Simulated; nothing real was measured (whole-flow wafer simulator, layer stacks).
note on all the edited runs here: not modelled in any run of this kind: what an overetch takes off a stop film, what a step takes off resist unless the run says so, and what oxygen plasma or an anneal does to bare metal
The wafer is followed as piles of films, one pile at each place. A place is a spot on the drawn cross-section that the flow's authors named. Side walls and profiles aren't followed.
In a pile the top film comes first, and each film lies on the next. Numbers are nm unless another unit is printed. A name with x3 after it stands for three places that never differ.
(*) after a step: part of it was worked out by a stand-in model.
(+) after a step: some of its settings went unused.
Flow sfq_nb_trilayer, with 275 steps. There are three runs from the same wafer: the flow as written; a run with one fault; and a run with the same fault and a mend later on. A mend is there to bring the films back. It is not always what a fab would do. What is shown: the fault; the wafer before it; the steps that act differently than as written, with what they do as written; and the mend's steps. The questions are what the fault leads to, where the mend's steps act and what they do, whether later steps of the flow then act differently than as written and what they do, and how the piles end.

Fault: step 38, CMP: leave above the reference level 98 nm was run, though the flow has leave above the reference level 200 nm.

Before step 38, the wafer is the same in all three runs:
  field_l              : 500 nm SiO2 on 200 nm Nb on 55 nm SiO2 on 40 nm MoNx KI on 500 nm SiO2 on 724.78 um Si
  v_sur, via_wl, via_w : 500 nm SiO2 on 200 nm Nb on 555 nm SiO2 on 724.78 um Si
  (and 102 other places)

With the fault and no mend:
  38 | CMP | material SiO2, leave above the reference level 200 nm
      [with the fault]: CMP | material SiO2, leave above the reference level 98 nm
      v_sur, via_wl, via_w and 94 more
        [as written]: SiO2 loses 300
        [with the fault]: SiO2 loses 402
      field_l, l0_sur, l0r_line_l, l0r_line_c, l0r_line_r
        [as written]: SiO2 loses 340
        [with the fault]: SiO2 loses 442
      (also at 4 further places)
  Steps further on in the flow that do not act as written (not shown: 3 more steps that differ only slightly, by at most 2% or 0.5 nm, whichever is larger):
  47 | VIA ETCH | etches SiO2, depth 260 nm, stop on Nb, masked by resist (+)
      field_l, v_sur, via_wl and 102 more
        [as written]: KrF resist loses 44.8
        [with the fault]: KrF resist loses 25.3
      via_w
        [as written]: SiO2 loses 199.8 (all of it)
        [with the fault]: SiO2 loses 97.8 (all of it)
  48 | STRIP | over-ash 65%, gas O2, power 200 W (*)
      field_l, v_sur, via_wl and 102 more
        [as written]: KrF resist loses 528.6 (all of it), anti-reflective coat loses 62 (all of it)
        [with the fault]: KrF resist loses 548.1 (all of it), anti-reflective coat loses 62 (all of it)
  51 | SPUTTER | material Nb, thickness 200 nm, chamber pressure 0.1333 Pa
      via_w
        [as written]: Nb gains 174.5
        [with the fault]: Nb gains 194.7
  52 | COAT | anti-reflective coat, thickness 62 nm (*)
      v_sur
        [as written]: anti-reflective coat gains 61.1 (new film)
        [with the fault]: anti-reflective coat gains 57.6 (new film)
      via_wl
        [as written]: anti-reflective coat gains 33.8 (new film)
        [with the fault]: anti-reflective coat gains 36.6 (new film)
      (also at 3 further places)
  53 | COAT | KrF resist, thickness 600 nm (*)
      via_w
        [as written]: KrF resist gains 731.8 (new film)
        [with the fault]: KrF resist gains 647.2 (new film)
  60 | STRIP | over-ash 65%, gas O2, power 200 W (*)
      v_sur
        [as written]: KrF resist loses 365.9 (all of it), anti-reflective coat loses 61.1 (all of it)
        [with the fault]: KrF resist loses 377.5 (all of it), anti-reflective coat loses 57.6 (all of it)
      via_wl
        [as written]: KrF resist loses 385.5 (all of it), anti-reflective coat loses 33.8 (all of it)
        [with the fault]: KrF resist loses 394.9 (all of it), anti-reflective coat loses 36.6 (all of it)
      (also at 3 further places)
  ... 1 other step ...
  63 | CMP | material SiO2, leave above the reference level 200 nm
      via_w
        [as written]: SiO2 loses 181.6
        [with the fault]: SiO2 loses 197.8
  The piles end different from the flow's at field_l, v_sur, via_wl and 103 more by more than 2% or 0.5 nm, whichever is larger.
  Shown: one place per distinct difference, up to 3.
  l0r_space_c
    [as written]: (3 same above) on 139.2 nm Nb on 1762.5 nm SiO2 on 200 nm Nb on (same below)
    [with the fault]: (3 same above) on 139.2 nm Nb on 1660.5 nm SiO2 on 200 nm Nb on (same below)
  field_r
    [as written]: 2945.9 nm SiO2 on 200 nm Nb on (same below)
    [with the fault]: 2843.9 nm SiO2 on 200 nm Nb on (same below)
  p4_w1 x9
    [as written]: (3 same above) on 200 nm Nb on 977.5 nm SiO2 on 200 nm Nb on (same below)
    [with the fault]: (3 same above) on 200 nm Nb on 875.5 nm SiO2 on 200 nm Nb on (same below)

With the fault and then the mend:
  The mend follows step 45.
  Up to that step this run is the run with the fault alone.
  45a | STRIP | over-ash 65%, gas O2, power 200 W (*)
      field_l, v_sur, via_wl and 102 more
        KrF resist loses 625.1 (all of it), anti-reflective coat loses 62 (all of it)
      via_w
        anti-reflective coat loses 62 (all of it)
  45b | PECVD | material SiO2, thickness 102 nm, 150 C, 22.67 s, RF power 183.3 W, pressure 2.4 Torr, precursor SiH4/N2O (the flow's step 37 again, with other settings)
      field_l, v_sur, via_wl and 103 more
        SiO2 gains 102
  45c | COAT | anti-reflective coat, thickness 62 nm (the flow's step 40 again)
      field_l, v_sur, via_wl and 103 more
        anti-reflective coat gains 62 (new film)
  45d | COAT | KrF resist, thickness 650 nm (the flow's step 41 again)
      field_l, v_sur, via_wl and 103 more
        KrF resist gains 650 (new film)
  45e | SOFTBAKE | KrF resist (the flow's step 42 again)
      does not change any film at any place that is followed
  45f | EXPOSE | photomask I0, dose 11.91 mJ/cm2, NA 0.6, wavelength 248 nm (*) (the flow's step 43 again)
      does not change any film at any place that is followed
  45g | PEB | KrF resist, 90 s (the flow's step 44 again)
      field_l, v_sur, via_wl and 103 more
        KrF resist loses 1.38
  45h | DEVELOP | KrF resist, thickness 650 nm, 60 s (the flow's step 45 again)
      field_l, v_sur, via_wl and 102 more
        KrF resist loses 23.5
      via_w
        KrF resist loses 648.6 (all of it)
  Every later step of the flow that is run acts as written at every place that is followed.
  At every place that both follow, the piles at the end match the flow's.
